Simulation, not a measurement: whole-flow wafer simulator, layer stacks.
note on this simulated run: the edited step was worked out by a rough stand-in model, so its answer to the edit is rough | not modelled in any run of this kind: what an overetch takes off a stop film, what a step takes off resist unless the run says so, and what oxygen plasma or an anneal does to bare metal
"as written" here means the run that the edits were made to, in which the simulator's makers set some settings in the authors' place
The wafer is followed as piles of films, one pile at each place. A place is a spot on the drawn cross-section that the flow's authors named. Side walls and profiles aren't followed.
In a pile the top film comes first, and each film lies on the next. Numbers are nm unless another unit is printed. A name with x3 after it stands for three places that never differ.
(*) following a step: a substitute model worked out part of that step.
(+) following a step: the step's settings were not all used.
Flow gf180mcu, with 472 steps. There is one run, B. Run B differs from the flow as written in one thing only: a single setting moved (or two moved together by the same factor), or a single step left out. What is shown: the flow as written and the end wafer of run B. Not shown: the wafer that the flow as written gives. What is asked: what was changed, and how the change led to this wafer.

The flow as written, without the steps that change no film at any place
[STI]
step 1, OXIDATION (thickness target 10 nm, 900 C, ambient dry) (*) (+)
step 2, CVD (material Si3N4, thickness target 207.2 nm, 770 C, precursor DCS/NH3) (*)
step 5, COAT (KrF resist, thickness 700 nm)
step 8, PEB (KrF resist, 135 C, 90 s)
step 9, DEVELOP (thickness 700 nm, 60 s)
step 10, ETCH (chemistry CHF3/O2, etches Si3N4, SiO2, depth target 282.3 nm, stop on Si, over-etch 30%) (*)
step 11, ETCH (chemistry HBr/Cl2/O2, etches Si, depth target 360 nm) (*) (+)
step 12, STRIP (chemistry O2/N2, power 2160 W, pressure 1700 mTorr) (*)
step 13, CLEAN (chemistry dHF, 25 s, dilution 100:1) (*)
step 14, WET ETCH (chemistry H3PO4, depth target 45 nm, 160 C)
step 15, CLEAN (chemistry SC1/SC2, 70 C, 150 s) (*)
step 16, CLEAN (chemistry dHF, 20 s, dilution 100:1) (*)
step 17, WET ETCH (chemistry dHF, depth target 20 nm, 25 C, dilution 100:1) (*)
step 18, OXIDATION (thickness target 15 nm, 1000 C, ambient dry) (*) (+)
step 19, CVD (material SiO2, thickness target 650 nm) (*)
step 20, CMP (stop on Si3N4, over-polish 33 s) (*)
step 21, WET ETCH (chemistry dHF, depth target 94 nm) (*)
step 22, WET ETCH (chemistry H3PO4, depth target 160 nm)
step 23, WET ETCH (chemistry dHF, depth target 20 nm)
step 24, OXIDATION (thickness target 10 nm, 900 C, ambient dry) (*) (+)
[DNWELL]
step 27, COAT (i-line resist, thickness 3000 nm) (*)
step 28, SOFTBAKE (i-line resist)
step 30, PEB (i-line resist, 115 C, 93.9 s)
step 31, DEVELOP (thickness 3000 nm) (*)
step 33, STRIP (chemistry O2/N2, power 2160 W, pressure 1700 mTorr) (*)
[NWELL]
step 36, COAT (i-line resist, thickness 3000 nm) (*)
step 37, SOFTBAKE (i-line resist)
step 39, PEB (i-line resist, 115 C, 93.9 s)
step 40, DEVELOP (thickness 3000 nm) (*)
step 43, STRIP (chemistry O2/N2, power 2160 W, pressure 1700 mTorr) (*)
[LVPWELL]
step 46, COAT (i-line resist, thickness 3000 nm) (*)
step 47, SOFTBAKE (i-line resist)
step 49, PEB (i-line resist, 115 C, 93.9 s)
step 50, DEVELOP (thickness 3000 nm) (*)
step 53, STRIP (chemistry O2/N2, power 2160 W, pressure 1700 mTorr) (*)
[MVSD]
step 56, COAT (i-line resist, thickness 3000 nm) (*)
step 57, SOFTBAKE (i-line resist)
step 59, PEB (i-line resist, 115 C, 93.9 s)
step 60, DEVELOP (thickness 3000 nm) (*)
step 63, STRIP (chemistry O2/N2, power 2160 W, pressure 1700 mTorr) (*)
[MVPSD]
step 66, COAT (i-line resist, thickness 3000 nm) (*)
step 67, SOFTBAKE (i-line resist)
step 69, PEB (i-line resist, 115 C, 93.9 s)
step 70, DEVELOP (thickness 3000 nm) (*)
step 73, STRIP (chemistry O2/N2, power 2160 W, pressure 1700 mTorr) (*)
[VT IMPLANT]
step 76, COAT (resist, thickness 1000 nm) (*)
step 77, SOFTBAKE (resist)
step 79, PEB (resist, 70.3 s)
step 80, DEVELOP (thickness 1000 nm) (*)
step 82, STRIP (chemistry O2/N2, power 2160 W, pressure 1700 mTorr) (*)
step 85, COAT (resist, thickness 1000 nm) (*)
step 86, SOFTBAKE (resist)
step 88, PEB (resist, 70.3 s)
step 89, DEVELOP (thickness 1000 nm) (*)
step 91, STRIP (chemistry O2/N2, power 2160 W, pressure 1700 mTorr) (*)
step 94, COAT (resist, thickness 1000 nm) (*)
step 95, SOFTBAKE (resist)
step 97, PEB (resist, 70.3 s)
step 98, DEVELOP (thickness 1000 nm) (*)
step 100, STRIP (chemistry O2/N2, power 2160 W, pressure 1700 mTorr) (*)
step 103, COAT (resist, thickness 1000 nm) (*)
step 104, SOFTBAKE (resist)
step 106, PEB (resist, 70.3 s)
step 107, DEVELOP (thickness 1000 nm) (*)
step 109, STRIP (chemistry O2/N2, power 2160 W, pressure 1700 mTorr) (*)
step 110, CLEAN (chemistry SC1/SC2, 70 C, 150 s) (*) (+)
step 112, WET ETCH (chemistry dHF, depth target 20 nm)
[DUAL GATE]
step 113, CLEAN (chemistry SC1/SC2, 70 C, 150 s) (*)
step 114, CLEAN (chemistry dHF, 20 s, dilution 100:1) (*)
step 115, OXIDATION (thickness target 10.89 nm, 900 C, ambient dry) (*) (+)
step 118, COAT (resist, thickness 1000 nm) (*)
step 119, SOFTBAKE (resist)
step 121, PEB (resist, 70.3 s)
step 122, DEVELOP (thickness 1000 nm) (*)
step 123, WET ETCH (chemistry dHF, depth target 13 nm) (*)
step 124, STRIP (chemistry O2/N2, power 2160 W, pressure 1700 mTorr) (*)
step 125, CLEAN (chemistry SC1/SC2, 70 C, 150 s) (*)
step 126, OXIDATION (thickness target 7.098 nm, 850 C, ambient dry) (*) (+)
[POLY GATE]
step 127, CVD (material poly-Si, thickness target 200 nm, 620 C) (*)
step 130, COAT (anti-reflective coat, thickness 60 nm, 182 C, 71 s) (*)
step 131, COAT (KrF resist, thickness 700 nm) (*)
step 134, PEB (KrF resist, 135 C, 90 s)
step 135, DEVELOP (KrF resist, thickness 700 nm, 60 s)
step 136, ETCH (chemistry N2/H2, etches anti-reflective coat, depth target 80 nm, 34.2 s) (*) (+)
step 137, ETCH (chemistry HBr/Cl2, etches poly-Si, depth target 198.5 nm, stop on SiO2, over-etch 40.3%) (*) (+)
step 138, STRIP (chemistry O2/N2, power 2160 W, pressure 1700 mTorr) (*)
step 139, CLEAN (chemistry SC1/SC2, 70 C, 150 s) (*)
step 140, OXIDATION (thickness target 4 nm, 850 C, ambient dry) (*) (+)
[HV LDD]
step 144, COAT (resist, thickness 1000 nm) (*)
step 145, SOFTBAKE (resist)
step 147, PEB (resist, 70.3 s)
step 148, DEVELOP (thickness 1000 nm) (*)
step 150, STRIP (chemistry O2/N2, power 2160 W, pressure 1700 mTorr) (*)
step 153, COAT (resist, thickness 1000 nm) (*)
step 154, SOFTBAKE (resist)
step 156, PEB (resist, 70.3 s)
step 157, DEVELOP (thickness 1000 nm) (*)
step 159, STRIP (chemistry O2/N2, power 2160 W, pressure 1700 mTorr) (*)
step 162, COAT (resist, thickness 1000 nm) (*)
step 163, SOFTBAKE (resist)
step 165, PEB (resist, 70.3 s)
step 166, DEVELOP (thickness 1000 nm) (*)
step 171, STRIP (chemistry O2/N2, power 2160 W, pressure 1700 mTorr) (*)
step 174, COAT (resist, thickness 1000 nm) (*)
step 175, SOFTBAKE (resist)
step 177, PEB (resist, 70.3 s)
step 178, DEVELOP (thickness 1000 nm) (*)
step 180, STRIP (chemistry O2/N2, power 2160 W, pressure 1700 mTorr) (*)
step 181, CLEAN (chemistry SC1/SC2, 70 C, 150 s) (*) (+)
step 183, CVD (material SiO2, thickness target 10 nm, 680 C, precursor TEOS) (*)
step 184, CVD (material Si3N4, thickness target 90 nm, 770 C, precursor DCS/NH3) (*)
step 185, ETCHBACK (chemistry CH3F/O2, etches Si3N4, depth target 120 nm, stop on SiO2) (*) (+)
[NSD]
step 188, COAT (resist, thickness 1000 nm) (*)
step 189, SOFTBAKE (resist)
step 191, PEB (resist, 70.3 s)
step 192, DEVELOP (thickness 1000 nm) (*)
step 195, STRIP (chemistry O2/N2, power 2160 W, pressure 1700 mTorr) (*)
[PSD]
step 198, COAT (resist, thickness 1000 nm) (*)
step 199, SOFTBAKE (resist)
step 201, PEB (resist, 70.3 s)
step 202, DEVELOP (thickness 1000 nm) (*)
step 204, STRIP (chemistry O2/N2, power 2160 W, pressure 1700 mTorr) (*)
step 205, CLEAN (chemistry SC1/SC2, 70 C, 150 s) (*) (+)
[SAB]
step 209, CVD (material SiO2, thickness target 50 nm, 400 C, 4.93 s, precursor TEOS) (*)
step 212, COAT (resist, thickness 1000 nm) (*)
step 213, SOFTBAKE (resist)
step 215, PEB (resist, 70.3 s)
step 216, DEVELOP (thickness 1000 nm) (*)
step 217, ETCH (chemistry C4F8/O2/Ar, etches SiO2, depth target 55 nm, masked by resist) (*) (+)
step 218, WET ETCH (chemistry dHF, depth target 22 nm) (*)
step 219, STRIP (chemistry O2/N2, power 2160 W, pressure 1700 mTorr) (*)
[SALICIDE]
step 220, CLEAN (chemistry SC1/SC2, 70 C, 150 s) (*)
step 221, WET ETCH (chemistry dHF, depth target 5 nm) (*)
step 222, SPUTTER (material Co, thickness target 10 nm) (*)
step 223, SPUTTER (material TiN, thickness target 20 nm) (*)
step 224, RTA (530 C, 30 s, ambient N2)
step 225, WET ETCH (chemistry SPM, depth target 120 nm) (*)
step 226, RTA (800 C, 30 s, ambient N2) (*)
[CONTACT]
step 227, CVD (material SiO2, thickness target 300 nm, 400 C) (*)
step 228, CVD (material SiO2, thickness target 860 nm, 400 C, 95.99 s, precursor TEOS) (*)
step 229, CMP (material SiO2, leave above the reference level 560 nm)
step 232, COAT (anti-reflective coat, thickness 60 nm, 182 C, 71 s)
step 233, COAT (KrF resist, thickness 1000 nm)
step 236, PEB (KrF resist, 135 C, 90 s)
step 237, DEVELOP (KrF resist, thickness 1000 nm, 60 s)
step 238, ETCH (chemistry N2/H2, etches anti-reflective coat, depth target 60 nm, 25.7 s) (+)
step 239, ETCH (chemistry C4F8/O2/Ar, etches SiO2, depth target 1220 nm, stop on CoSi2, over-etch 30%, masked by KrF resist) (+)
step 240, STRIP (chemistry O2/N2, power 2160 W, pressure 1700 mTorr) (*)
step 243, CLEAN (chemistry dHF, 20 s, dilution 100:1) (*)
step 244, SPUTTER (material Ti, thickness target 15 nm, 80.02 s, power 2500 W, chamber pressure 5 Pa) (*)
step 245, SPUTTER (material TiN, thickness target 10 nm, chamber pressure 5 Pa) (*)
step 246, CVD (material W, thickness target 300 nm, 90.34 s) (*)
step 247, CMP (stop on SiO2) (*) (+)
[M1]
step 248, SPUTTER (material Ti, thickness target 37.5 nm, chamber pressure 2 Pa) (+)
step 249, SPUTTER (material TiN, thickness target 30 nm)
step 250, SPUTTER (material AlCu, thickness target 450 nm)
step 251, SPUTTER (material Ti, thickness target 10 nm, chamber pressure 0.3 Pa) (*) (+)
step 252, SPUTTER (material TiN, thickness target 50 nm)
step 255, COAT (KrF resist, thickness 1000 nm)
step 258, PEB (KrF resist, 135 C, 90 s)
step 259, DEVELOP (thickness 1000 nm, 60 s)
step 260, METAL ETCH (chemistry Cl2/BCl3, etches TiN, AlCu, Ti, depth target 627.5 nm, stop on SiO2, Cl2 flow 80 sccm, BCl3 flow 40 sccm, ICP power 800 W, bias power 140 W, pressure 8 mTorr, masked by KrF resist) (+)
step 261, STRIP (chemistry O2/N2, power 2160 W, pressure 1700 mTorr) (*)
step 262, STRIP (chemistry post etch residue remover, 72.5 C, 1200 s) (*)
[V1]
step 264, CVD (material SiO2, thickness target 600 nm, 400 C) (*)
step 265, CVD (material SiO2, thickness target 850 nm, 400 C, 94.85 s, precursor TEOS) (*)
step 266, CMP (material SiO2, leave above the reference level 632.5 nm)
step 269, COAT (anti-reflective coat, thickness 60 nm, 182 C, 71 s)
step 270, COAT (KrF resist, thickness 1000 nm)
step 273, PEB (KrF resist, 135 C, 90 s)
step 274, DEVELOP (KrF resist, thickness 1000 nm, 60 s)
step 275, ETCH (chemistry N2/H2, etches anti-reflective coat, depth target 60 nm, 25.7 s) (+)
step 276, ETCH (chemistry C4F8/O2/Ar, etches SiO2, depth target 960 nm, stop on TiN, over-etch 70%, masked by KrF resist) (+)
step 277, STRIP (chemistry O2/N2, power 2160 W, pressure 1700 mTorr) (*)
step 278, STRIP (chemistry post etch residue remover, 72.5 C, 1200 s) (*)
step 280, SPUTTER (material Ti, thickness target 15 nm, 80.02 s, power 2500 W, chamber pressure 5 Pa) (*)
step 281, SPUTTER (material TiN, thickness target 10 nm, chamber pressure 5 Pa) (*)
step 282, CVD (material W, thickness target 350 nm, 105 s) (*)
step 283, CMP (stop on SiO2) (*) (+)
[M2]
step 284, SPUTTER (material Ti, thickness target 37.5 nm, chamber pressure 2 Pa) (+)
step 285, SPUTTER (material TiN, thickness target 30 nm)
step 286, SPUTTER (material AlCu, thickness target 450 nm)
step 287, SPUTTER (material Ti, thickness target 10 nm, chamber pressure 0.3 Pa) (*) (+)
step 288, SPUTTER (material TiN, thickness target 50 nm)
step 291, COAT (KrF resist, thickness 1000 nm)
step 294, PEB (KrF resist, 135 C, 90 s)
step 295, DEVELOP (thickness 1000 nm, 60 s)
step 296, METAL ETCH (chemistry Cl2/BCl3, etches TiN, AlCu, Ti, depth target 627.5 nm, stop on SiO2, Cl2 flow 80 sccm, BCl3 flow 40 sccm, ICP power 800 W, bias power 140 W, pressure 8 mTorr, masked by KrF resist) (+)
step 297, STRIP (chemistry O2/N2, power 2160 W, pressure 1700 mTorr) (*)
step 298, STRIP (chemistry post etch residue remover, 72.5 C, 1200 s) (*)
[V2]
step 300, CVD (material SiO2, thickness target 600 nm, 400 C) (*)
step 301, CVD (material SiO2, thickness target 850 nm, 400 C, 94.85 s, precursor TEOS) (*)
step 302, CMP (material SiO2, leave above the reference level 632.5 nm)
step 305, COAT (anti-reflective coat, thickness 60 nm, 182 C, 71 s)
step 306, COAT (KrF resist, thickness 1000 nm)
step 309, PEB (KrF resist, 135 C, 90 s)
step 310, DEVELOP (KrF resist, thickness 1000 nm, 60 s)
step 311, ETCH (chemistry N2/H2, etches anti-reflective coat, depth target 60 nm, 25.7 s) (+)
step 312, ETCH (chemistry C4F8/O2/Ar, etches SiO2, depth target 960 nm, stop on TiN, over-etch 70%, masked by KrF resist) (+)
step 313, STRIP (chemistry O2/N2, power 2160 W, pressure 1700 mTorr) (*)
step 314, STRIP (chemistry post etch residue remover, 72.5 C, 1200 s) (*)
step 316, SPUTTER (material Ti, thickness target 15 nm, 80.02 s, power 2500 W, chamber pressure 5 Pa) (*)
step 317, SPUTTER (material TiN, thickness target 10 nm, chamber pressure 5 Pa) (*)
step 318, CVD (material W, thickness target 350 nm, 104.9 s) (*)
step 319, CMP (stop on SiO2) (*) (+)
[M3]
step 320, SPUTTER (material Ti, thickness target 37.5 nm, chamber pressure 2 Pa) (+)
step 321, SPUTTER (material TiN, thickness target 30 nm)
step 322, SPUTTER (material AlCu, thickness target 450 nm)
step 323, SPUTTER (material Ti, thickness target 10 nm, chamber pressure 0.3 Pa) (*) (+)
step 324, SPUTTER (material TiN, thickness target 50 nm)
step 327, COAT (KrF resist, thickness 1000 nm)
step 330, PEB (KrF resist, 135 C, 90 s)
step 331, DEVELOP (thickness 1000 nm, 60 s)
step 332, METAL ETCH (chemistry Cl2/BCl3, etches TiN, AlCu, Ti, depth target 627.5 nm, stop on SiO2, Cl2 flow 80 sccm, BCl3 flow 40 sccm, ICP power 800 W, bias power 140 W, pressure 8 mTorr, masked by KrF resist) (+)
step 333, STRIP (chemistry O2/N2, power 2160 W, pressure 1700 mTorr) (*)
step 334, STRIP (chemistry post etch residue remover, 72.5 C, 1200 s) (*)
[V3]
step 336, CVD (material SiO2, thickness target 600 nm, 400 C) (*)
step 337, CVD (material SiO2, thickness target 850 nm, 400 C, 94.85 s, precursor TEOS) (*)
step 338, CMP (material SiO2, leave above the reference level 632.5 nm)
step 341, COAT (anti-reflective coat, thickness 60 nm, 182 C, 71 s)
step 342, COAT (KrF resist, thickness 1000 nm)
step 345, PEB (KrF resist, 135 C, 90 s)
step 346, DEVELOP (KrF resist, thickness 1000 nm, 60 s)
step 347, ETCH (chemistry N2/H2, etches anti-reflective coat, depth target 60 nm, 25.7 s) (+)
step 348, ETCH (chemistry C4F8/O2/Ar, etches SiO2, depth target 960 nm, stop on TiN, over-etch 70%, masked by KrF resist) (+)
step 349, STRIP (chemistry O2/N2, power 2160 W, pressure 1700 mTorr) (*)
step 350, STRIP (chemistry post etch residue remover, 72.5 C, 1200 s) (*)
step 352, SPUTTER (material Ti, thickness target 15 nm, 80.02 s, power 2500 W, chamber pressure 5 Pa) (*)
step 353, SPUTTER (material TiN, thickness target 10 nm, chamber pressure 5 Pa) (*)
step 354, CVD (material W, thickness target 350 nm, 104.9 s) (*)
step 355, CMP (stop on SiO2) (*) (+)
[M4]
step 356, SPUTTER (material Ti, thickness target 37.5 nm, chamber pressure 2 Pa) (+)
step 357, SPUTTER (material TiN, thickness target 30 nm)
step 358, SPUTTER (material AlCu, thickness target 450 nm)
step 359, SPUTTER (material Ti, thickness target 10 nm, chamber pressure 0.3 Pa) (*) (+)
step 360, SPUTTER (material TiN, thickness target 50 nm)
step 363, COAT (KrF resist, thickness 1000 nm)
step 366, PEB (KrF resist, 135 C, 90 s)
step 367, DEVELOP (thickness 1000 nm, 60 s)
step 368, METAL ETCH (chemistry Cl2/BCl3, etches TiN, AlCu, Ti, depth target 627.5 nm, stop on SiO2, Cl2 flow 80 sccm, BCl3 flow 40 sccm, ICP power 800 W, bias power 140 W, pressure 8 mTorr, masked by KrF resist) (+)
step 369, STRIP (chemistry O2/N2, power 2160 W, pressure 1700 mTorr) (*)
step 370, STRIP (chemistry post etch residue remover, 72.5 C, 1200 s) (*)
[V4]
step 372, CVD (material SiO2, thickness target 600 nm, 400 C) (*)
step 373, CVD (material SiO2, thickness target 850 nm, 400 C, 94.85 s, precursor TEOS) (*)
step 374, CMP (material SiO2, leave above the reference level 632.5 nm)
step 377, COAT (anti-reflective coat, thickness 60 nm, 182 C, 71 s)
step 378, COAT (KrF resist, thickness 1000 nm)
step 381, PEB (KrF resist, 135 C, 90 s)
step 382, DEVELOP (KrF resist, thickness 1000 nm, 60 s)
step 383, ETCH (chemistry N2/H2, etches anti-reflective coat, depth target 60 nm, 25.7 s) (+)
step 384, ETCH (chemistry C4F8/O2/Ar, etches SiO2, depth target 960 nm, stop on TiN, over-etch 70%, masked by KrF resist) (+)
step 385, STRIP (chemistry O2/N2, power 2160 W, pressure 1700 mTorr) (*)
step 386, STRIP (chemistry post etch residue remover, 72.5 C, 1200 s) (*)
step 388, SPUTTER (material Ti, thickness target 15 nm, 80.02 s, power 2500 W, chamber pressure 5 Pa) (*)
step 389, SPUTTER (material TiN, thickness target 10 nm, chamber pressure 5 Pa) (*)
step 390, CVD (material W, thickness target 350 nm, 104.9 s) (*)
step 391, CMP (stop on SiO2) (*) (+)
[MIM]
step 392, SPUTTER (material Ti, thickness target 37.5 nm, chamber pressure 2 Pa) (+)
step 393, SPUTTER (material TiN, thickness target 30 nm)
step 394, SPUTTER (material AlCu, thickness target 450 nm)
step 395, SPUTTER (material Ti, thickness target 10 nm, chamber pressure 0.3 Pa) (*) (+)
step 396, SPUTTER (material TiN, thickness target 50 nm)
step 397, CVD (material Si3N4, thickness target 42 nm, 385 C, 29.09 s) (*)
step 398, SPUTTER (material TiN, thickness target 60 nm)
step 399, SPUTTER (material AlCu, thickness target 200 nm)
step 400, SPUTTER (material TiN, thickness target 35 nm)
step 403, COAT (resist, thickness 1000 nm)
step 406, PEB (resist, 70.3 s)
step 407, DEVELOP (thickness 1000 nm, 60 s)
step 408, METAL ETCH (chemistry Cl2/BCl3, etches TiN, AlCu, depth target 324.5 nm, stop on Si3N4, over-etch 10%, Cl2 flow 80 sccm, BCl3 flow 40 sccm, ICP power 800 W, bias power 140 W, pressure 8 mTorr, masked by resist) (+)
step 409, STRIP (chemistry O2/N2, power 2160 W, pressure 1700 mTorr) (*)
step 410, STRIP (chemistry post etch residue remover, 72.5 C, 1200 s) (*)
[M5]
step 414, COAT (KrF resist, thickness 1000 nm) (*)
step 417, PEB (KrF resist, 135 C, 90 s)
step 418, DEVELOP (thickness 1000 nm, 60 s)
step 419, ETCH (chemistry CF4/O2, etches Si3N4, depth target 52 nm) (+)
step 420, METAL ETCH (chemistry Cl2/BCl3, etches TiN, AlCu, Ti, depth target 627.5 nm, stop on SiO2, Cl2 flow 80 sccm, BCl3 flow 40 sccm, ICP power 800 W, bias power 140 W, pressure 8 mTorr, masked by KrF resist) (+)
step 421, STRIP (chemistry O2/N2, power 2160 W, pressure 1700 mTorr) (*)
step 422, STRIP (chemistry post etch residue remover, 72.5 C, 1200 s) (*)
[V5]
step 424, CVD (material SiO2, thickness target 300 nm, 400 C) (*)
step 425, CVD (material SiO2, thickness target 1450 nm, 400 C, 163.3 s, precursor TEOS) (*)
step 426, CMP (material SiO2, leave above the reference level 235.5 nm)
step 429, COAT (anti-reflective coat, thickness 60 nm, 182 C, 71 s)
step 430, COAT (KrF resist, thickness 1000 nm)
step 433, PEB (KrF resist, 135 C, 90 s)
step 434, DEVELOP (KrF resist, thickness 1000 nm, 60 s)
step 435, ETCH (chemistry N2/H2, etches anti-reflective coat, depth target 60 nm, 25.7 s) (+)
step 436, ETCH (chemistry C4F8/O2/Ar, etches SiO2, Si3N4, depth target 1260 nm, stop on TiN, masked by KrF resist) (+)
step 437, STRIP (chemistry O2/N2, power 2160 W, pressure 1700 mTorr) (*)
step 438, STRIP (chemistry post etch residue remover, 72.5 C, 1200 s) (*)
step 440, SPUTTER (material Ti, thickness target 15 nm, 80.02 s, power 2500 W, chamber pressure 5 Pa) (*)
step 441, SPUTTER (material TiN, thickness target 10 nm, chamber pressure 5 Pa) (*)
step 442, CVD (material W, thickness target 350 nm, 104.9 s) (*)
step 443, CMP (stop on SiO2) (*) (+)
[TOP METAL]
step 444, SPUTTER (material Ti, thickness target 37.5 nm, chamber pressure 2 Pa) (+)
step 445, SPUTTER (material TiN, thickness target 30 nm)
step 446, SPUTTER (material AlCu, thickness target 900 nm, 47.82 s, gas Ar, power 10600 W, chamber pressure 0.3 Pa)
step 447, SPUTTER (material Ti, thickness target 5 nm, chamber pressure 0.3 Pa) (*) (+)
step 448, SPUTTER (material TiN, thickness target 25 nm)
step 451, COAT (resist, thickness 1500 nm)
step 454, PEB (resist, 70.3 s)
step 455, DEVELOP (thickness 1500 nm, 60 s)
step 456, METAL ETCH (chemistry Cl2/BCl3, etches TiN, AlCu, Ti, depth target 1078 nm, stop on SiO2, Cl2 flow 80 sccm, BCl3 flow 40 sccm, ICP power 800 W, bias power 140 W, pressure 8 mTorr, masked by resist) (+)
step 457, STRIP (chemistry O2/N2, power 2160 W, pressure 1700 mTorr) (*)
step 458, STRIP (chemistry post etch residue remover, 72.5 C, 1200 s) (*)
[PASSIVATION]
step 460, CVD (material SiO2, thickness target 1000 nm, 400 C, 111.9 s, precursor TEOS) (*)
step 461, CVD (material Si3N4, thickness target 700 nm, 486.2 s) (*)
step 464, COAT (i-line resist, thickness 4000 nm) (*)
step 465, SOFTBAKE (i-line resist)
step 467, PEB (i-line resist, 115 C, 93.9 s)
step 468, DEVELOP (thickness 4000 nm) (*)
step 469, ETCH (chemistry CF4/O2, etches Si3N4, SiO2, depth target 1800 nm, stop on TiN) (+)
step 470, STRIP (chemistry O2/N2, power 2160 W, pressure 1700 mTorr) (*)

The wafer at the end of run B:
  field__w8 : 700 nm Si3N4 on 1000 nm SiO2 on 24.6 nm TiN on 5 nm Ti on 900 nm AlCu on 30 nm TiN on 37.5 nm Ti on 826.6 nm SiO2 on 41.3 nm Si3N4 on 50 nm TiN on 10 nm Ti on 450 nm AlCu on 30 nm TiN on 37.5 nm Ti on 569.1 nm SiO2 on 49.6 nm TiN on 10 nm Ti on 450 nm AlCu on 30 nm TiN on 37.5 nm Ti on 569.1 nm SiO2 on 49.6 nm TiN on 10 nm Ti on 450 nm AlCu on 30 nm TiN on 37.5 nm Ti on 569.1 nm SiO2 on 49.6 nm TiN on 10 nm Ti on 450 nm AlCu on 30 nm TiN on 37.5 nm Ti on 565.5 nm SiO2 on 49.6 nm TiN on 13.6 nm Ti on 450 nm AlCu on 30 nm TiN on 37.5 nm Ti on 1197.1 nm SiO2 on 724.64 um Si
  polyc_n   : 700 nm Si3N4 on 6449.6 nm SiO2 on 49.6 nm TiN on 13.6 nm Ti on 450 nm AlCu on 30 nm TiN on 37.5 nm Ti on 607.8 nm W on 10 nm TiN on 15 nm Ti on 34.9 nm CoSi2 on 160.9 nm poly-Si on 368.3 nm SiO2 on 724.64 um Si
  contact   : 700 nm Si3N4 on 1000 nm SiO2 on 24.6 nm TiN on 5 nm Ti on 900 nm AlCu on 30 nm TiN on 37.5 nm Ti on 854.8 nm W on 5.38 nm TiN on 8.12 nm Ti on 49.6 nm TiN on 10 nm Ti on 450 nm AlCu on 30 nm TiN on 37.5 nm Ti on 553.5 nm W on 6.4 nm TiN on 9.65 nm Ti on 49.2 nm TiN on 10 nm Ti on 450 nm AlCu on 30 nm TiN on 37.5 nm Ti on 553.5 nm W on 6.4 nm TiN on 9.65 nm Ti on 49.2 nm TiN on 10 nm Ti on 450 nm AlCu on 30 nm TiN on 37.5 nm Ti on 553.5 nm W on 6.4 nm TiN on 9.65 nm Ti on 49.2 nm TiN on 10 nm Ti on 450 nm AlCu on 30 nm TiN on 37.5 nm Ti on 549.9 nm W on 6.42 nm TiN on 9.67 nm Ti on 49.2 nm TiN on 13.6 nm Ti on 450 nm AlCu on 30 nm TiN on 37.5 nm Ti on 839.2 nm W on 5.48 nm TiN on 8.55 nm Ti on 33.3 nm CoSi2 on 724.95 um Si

What caused this: step 251, SPUTTER: thickness target 13.6 nm was run, though the flow has thickness target 10 nm.
One can read it off the wafer: field__w8 has Ti 13.6, and step 251 as written asks for 10 nm.

The path from the change to this, step by step:
  step 251, SPUTTER (material Ti, thickness target 10 nm, chamber pressure 0.3 Pa) (*) (+)
      field, field__w1, field__w2 and 108 more: +13.6 Ti (new film) (as written it would have been: +10 Ti (new film))
  step 260, METAL ETCH (chemistry Cl2/BCl3, etches TiN, AlCu, Ti, depth target 627.5 nm, stop on SiO2, Cl2 flow 80 sccm, BCl3 flow 40 sccm, ICP power 800 W, bias power 140 W, pressure 8 mTorr, masked by KrF resist) (+)
      field, field__w1, field__w2 and 99 more: -50 TiN (all of it), -13.6 Ti (all of it), -450 AlCu (all of it), -30 TiN (all of it), -37.5 Ti (all of it) (as written it would have been: -50 TiN (all of it), -10 Ti (all of it), -450 AlCu (all of it), -30 TiN (all of it), -37.5 Ti (all of it))
